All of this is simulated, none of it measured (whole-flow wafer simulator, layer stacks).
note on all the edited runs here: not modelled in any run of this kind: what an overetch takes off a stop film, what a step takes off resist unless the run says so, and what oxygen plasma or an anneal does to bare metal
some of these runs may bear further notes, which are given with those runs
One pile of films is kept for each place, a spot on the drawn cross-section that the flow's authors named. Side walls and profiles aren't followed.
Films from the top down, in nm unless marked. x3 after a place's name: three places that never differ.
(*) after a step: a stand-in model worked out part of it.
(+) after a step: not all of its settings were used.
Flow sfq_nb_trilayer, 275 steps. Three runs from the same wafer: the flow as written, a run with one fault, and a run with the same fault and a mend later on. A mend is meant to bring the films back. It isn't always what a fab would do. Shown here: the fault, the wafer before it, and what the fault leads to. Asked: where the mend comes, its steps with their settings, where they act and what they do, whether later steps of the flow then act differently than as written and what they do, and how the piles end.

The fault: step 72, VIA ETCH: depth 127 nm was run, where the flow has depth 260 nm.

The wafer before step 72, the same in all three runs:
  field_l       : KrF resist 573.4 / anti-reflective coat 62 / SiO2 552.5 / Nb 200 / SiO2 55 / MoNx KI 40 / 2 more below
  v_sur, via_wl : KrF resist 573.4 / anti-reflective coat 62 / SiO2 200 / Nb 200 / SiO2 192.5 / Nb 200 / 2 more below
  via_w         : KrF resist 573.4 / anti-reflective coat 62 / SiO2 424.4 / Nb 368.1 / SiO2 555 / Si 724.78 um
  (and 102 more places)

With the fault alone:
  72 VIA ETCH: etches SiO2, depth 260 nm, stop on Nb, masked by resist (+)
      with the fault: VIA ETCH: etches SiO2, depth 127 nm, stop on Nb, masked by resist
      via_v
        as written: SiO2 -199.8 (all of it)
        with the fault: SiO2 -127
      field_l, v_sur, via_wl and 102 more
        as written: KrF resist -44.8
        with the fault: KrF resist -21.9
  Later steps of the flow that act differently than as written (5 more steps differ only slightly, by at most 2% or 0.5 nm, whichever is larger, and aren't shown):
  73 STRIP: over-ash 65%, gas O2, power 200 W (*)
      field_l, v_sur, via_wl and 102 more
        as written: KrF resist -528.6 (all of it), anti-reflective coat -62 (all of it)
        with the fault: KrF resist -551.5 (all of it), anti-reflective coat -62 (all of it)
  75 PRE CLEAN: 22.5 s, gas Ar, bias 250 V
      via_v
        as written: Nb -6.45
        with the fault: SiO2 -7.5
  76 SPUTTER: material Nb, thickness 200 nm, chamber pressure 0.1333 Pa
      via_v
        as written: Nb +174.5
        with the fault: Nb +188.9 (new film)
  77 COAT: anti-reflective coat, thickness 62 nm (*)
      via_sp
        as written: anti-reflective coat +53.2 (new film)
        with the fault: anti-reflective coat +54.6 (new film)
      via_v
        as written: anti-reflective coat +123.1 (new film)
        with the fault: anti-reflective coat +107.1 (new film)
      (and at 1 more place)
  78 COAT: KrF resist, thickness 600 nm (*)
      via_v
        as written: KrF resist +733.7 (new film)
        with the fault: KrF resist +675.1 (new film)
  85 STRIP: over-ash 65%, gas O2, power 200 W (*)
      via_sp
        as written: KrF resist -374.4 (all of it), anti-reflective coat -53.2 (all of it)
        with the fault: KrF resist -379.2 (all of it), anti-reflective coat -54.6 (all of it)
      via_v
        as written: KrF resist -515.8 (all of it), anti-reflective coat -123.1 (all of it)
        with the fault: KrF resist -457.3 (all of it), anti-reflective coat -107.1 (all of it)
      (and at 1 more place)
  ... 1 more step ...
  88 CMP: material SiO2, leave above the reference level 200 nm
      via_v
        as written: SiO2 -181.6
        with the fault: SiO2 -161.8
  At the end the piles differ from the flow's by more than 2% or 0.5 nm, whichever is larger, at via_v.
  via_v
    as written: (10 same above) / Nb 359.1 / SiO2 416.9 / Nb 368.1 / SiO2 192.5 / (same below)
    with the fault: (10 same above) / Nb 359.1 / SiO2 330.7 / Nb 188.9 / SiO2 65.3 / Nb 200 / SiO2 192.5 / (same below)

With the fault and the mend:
  The mend comes after step 73.
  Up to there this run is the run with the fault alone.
  73a COAT: anti-reflective coat, thickness 62 nm (*) (the flow's step 65 once more)
      p4_fl x3, p4_w1 x9, p4_g1 x2 and 63 more
        anti-reflective coat +62 (new film)
      sp_r, be_r, r_sur, res, r_end, moat, field_r
        anti-reflective coat +61.8 (new film)
      lsp_l, ln_m5, lsp_m, ln_m6, lsp_r, l0_sur, l0v
        anti-reflective coat +61.9 (new film)
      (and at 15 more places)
  73b COAT: KrF resist, thickness 650 nm (*) (the flow's step 66 once more)
      p4_fl x3, p4_w1 x9, p4_g1 x2 and 63 more
        KrF resist +650 (new film)
      moat, field_r, lsp_l and 6 more
        KrF resist +649.7 (new film)
      r_sur, res, r_end
        KrF resist +649.6 (new film)
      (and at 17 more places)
  73c SOFTBAKE: KrF resist (the flow's step 67 once more)
      changes no film at any place that is followed
  73d EXPOSE: photomask I1, dose 11.91 mJ/cm2, NA 0.6, wavelength 248 nm (*) (the flow's step 68 once more)
      changes no film at any place that is followed
  73e PEB: KrF resist, 90 s (the flow's step 69 once more)
      wire, jj_sur, ce_l and 93 more
        KrF resist -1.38
      field_l, v_sur, via_wl and 6 more
        KrF resist -1.37
      via_v
        KrF resist -1.55
  73f DEVELOP: KrF resist, thickness 650 nm, 60 s (the flow's step 70 once more)
      field_l, v_sur, via_wl and 102 more
        KrF resist -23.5
      via_v
        KrF resist -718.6 (all of it)
  73g VIA ETCH: etches anti-reflective coat, depth 125 nm, masked by resist (+) (the flow's step 71 once more)
      field_l, v_sur, via_wl and 102 more
        KrF resist -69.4
      via_v
        anti-reflective coat -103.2 (all of it), SiO2 -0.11
  73h VIA ETCH: etches SiO2, depth 133 nm, stop on Nb, masked by resist (+) (the flow's step 72 once more, with other settings)
      field_l, v_sur, via_wl and 102 more
        KrF resist -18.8
      via_v
        SiO2 -72.7 (all of it)
  73i STRIP: over-ash 65%, gas O2, power 200 W (*) (the flow's step 73 once more)
      p4_fl x3, p4_w1 x9, p4_g1 x2 and 63 more
        KrF resist -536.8 (all of it), anti-reflective coat -62 (all of it)
      ln_m5, lsp_m, ln_m6, lsp_r, l0_sur, l0v
        KrF resist -536.6 (all of it), anti-reflective coat -61.9 (all of it)
      res, r_end, moat, field_r
        KrF resist -536.5 (all of it), anti-reflective coat -61.8 (all of it)
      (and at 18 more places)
  No later step of the flow acts differently than as written, at any place that is followed, by more than 2% or 0.5 nm, whichever is larger.
  At the end the piles differ from the flow's only slightly at the places that both follow, by at most 2% or 0.5 nm, whichever is larger.
